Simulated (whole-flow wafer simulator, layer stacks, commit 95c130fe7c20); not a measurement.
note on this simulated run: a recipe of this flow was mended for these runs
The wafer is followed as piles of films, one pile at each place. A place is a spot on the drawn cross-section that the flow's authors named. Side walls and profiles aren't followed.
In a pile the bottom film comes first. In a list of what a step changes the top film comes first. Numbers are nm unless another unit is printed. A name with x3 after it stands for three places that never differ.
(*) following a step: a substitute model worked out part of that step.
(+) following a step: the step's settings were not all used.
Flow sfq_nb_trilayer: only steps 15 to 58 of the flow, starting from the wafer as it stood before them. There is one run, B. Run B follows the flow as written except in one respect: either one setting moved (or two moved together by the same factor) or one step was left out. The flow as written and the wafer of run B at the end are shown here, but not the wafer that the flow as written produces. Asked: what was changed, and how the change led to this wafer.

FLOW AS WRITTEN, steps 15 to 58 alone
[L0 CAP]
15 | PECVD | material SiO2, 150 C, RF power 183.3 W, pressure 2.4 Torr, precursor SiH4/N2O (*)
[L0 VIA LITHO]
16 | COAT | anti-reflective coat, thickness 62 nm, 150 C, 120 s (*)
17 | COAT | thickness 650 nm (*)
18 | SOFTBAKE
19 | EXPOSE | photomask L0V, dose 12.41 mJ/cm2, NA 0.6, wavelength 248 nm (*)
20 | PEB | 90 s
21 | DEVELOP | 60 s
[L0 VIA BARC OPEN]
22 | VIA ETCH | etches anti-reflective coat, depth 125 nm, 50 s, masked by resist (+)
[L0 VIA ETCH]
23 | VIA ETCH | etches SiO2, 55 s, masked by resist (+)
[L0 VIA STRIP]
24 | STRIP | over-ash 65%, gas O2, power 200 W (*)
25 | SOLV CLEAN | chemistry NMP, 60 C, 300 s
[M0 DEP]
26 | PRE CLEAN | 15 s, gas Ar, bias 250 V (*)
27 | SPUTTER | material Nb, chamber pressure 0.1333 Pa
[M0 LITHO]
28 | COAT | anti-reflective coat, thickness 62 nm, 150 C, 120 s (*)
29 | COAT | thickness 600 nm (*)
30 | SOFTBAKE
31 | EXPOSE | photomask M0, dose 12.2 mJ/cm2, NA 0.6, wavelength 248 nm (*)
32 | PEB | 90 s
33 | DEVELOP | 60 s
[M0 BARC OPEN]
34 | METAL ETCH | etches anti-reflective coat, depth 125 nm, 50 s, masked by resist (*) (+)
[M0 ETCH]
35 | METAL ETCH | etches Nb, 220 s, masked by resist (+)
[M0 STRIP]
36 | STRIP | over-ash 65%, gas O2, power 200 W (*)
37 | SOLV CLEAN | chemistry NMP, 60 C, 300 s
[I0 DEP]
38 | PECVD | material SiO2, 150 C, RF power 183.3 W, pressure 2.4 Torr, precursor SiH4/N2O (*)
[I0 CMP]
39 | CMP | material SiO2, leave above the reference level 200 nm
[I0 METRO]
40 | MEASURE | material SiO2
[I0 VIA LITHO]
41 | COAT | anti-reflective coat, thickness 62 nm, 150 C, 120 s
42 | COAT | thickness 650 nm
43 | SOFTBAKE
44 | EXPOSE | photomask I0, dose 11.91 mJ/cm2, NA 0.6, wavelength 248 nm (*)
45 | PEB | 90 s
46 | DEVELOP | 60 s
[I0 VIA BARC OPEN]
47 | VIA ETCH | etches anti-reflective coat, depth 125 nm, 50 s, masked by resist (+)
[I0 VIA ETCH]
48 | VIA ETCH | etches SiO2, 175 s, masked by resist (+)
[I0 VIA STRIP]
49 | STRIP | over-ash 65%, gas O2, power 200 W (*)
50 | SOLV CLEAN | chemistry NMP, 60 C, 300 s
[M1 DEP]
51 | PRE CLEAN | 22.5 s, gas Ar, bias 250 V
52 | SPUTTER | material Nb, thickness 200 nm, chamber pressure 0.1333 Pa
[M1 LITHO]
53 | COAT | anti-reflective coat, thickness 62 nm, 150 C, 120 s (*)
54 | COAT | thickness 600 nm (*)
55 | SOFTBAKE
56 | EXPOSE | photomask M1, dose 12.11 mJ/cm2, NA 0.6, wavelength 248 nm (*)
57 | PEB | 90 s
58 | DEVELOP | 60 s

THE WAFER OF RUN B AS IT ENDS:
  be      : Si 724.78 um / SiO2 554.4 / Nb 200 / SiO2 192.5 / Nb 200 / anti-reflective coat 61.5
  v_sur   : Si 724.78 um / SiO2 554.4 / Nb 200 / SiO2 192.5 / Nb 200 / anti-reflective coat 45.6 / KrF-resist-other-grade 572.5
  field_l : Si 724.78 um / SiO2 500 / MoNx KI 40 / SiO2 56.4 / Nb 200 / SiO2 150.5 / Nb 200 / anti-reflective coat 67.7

Cause: step 26, PRE CLEAN: bias 162 V was run, though the flow has bias 250 V.

The path from the change to this, step by step:
  26 | PRE CLEAN | 15 s, gas Ar, bias 250 V (*)
      field_l, v_sur, via_wl and 102 more: -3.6 SiO2 (as written it would have been: -5 SiO2)
      l0v: -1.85 MoNx KI (as written it would have been: -2.91 MoNx KI)
